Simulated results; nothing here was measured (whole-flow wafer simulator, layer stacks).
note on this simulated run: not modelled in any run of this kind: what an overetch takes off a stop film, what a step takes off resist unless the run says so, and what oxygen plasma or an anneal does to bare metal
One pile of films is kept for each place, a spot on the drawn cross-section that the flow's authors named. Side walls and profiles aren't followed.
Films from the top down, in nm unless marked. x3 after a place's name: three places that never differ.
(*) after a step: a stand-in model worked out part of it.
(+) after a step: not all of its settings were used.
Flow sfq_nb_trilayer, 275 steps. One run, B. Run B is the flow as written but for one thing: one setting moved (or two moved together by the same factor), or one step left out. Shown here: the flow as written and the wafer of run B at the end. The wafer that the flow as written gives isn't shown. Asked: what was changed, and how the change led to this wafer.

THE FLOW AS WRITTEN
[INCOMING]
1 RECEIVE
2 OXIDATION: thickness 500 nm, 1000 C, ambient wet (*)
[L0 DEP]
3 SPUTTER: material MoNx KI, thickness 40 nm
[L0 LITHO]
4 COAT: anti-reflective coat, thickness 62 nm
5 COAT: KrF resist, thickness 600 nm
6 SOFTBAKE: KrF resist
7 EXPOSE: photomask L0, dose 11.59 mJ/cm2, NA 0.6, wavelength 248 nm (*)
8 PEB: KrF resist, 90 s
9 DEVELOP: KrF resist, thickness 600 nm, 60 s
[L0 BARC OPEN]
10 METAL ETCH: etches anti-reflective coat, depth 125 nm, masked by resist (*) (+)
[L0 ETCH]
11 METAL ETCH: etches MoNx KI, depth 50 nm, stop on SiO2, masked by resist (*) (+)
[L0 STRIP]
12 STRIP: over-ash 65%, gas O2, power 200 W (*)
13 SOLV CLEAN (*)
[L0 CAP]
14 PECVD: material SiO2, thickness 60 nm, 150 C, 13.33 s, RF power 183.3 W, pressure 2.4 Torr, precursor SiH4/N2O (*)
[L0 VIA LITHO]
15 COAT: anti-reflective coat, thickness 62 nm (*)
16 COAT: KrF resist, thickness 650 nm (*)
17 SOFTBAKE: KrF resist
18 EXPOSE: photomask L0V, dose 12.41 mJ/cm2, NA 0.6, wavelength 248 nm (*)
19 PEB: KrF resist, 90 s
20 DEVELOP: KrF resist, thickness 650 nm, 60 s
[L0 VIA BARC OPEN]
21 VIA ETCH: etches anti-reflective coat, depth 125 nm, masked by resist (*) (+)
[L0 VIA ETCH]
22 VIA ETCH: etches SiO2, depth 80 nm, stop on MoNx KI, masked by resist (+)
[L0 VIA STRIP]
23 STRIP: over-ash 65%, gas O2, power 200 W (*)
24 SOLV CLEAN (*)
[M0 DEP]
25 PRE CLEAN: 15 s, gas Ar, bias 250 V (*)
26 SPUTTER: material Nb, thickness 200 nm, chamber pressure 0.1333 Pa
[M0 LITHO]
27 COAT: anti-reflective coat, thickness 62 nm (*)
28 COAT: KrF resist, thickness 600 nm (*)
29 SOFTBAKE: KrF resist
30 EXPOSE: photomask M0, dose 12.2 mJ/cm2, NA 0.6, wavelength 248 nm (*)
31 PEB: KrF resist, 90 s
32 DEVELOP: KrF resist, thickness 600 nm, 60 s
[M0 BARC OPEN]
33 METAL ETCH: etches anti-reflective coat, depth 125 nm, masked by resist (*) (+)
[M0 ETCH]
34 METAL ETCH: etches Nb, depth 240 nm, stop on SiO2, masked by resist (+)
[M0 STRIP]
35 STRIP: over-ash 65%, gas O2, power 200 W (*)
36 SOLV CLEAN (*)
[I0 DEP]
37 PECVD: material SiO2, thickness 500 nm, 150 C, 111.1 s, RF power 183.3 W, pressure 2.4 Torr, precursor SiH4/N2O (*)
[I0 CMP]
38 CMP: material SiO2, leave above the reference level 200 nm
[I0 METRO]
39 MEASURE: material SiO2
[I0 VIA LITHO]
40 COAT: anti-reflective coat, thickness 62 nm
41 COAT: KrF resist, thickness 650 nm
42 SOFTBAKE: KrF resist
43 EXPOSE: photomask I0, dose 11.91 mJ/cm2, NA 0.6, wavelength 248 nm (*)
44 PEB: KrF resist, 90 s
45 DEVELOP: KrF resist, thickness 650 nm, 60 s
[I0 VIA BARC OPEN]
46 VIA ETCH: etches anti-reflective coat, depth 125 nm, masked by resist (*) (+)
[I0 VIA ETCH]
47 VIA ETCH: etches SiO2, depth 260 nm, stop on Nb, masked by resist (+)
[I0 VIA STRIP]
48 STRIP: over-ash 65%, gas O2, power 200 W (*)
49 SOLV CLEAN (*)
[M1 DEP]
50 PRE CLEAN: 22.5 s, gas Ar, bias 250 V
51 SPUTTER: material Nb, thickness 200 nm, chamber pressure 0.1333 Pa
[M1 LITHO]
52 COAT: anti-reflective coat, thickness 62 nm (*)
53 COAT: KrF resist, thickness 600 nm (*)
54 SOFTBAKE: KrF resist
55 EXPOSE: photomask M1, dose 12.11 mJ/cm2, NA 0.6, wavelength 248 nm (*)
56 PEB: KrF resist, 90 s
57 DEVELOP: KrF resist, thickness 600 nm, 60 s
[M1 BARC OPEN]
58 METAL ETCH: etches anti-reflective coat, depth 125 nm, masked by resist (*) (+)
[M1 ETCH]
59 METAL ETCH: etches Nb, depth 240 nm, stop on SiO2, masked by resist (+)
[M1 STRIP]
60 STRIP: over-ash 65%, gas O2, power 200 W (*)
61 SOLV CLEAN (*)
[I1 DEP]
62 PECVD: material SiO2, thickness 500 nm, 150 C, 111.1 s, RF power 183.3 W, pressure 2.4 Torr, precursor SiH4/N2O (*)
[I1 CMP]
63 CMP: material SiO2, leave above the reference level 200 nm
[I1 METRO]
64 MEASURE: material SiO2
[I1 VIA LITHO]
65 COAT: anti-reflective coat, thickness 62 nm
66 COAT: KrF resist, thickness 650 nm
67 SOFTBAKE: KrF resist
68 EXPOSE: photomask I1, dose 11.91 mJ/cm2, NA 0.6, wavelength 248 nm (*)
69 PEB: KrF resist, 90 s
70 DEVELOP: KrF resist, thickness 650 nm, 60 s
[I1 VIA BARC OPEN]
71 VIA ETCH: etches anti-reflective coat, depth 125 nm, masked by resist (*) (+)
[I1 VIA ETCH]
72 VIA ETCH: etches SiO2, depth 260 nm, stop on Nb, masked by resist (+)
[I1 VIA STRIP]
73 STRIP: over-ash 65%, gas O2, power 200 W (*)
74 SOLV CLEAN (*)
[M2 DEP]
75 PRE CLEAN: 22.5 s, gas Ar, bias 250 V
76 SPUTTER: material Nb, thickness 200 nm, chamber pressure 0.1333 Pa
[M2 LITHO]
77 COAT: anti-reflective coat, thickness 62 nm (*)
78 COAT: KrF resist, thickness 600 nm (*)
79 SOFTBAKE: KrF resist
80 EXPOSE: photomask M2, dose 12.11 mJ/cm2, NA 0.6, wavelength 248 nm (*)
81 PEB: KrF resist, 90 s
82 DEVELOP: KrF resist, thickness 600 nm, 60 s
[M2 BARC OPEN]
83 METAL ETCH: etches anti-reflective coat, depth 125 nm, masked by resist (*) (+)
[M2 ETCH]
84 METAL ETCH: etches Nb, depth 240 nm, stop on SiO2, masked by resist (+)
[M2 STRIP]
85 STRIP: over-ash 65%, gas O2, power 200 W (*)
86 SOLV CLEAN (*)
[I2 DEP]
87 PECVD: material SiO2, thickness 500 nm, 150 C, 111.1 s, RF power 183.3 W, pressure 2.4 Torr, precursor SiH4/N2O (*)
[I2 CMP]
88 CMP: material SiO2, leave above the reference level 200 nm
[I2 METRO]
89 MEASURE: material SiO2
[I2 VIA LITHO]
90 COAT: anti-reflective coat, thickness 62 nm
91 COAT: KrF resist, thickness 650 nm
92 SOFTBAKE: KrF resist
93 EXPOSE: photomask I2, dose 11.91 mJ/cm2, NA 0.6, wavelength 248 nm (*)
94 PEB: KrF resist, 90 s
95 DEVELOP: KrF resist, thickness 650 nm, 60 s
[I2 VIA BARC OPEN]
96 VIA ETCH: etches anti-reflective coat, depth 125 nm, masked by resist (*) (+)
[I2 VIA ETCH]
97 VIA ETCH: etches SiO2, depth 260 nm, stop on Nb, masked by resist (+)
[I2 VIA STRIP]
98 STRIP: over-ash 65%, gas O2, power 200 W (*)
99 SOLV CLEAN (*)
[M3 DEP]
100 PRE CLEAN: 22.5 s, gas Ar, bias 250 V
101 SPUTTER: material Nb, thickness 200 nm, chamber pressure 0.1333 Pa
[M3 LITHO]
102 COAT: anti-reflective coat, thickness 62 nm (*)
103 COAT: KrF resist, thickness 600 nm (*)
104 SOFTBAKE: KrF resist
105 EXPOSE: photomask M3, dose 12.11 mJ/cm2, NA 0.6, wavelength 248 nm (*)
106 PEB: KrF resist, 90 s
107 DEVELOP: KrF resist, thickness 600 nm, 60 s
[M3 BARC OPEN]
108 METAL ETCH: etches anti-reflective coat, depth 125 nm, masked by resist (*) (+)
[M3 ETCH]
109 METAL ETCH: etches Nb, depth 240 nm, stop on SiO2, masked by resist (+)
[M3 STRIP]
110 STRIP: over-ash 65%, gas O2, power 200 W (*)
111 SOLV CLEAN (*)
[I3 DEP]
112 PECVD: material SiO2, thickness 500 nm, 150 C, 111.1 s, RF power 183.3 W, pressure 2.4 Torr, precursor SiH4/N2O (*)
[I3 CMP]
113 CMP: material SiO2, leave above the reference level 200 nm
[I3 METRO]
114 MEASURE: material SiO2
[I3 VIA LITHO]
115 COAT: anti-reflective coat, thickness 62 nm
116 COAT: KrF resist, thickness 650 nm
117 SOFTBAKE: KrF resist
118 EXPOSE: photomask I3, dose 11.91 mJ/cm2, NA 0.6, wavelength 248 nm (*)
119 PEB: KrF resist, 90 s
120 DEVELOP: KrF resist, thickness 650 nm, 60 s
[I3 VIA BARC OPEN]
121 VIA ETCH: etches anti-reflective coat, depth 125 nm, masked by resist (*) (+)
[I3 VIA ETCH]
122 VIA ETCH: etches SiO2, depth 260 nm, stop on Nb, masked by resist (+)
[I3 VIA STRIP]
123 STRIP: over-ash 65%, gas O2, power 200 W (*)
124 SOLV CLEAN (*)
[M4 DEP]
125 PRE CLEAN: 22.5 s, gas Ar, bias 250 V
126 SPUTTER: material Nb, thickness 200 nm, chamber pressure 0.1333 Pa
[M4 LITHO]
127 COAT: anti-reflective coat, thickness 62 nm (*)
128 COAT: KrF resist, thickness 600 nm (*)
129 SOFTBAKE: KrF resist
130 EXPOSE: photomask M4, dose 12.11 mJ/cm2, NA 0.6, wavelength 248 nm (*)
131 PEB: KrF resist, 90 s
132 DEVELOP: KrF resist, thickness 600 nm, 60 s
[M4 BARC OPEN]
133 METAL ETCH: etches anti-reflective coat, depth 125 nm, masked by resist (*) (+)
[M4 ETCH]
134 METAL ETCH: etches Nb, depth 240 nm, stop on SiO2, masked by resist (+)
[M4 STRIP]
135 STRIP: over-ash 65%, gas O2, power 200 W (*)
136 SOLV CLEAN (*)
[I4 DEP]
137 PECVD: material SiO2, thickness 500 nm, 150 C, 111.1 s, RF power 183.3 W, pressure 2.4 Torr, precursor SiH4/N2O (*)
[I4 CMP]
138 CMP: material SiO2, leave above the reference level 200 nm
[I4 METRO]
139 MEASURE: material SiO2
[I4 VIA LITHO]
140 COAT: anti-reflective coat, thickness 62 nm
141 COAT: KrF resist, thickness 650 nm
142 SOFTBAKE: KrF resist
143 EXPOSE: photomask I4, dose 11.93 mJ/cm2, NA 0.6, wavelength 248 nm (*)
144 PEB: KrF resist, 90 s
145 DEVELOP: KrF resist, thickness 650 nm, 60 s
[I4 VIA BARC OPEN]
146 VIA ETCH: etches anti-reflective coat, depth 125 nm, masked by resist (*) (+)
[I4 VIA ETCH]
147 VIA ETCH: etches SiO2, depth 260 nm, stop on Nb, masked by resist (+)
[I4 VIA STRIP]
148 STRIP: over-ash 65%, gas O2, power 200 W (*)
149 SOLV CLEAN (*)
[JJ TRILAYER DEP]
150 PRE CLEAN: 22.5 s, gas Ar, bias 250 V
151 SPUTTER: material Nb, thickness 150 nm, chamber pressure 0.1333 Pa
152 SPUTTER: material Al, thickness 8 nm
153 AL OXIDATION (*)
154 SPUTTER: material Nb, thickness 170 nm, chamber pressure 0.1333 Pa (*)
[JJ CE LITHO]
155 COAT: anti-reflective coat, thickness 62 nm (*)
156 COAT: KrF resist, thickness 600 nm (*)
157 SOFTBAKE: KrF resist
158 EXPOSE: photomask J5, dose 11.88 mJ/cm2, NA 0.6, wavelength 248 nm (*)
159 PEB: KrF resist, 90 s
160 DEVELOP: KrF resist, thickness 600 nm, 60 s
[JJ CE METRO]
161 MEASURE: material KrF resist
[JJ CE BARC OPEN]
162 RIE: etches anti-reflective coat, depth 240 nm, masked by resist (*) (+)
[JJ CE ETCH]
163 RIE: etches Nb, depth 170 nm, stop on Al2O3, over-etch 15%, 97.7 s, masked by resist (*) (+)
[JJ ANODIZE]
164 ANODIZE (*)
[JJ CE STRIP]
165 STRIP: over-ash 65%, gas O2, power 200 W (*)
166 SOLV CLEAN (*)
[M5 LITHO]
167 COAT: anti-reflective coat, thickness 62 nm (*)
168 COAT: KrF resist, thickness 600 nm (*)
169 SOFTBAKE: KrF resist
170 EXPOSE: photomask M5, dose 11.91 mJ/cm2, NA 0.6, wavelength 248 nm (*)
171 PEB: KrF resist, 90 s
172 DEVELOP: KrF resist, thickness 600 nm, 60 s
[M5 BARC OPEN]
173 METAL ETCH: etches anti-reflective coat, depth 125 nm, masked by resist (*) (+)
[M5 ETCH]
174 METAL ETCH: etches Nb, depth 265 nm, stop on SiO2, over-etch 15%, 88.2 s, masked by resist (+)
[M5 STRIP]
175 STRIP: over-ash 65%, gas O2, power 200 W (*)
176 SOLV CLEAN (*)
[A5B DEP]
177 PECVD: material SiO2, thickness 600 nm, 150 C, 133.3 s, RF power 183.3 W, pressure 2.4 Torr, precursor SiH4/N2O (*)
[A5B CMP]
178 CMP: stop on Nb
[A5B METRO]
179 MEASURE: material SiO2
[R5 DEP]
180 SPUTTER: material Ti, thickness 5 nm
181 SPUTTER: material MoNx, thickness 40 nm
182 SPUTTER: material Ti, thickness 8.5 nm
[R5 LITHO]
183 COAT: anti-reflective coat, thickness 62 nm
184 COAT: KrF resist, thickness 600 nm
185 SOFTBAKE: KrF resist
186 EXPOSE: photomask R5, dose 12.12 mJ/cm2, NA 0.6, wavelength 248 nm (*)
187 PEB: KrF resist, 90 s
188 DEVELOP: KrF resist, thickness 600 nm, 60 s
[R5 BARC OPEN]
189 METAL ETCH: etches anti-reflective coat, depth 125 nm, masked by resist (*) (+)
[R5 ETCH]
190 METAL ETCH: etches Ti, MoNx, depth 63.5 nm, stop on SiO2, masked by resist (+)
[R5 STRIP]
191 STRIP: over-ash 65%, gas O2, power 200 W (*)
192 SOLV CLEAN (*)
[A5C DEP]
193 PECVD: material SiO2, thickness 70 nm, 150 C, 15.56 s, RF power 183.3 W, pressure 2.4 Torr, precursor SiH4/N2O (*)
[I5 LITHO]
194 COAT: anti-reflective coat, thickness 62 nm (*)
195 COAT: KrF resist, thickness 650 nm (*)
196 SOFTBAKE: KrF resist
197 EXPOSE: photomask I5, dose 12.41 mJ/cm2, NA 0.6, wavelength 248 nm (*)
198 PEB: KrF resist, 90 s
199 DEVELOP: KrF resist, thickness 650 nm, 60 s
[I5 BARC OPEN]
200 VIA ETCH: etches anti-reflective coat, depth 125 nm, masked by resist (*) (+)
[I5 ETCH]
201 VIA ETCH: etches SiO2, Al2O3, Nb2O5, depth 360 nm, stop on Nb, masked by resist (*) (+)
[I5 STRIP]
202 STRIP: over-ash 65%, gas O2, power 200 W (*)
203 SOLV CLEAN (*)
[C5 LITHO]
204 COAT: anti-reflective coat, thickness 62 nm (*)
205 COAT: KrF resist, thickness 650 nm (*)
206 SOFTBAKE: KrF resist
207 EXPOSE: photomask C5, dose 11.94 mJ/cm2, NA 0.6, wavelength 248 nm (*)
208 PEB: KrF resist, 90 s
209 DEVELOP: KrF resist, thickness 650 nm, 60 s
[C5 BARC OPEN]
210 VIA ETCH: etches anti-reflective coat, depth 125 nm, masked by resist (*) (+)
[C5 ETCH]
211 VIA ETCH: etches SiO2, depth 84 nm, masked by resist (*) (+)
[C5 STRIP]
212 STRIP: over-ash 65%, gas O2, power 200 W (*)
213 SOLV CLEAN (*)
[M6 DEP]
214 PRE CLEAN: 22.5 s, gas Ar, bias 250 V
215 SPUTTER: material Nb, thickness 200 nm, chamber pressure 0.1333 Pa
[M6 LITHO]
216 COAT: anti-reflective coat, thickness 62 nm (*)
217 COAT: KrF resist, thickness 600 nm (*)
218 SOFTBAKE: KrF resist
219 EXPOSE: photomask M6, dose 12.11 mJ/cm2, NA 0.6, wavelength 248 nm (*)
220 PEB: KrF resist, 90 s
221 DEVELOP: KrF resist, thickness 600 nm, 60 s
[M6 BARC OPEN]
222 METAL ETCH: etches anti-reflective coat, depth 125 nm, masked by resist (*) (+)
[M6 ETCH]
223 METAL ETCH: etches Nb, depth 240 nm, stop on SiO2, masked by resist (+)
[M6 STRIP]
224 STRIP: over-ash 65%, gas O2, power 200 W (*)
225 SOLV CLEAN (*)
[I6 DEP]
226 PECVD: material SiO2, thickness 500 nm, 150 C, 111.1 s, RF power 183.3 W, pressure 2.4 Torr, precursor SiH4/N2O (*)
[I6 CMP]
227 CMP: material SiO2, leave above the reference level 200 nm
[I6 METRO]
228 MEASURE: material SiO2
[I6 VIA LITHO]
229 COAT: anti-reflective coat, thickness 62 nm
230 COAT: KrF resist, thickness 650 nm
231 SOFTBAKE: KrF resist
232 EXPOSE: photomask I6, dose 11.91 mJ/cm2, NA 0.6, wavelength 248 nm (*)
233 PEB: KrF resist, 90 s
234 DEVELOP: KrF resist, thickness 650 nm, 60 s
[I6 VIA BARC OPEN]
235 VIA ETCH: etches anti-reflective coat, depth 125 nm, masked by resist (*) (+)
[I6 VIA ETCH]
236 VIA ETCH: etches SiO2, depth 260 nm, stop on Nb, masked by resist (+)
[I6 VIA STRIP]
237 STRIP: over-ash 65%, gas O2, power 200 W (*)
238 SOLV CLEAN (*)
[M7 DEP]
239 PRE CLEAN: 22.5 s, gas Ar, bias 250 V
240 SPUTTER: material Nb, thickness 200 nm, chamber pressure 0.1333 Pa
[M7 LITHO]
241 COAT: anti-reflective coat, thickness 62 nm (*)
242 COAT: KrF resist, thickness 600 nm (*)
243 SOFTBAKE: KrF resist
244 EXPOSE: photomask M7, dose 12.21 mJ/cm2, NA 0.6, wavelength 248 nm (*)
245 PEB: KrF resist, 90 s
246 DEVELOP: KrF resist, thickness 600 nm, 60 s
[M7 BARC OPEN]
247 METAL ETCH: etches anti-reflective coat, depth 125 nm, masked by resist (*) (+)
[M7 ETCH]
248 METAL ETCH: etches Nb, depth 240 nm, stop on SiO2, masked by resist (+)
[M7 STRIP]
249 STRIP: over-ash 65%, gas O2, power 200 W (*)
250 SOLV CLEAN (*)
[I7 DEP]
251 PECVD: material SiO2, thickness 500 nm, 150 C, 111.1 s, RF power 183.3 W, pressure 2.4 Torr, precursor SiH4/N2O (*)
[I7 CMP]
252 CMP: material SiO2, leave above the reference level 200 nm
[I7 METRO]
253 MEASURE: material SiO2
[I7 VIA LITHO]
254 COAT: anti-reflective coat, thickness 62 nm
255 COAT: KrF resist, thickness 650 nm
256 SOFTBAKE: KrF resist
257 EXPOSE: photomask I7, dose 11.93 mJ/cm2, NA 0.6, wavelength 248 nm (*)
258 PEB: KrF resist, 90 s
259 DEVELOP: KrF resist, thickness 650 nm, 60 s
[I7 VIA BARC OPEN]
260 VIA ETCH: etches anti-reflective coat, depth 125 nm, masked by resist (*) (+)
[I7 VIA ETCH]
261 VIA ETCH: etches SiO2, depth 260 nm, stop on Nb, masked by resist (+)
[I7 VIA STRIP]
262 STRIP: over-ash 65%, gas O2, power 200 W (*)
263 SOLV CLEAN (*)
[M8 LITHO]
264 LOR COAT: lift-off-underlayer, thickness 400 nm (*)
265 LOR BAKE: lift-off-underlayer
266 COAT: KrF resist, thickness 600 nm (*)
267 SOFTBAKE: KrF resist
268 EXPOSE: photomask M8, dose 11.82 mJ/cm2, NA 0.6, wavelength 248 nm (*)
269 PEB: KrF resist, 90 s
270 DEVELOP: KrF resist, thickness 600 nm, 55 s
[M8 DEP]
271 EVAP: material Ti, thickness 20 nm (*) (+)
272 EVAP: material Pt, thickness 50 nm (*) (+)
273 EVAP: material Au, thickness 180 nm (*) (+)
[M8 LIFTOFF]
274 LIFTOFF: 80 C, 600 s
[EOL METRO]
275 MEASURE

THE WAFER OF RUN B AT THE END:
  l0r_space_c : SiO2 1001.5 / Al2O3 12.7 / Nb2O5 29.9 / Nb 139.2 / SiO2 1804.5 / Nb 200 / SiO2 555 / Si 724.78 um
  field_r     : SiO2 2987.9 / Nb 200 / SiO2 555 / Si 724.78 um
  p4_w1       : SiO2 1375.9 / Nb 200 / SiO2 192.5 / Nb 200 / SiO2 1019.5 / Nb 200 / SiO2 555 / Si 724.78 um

The cause: step 88, CMP: leave above the reference level 242 nm was run, where the flow has leave above the reference level 200 nm.

How the change led to this, step by step:
  88 CMP: material SiO2, leave above the reference level 200 nm
      field_l, be, be_sur and 81 more: SiO2 -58 (as written it would be: SiO2 -100)
      v_sur, via_wl, via_w and 18 more: SiO2 -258 (as written it would be: SiO2 -300)
      (and at 1 more place)
  97 VIA ETCH: etches SiO2, depth 260 nm, stop on Nb, masked by resist (+)
      via_w: SiO2 -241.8 (all of it) (as written it would be: SiO2 -199.8 (all of it))
  101 SPUTTER: material Nb, thickness 200 nm, chamber pressure 0.1333 Pa
      via_w: Nb +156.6 (as written it would be: Nb +165.5)
  102 COAT: anti-reflective coat, thickness 62 nm (*)
      via_wl: anti-reflective coat +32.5 (new film) (as written it would be: anti-reflective coat +34.2 (new film))
      via_w: anti-reflective coat +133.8 (new film) (as written it would be: anti-reflective coat +124.8 (new film))
      (and at 1 more place)
  103 COAT: KrF resist, thickness 600 nm (*)
      via_w: KrF resist +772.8 (new film) (as written it would be: KrF resist +737.9 (new film))
  110 STRIP: over-ash 65%, gas O2, power 200 W (*)
      via_wl: KrF resist -380.4 (all of it), anti-reflective coat -32.5 (all of it) (as written it would be: KrF resist -384.2 (all of it), anti-reflective coat -34.2 (all of it))
      via_w: KrF resist -554.8 (all of it), anti-reflective coat -133.8 (all of it) (as written it would be: KrF resist -520 (all of it), anti-reflective coat -124.8 (all of it))
      (and at 1 more place)
  112 PECVD: material SiO2, thickness 500 nm, 150 C, 111.1 s, RF power 183.3 W, pressure 2.4 Torr, precursor SiH4/N2O (*)
      via_w: SiO2 +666 (new film) (as written it would be: SiO2 +615 (new film))
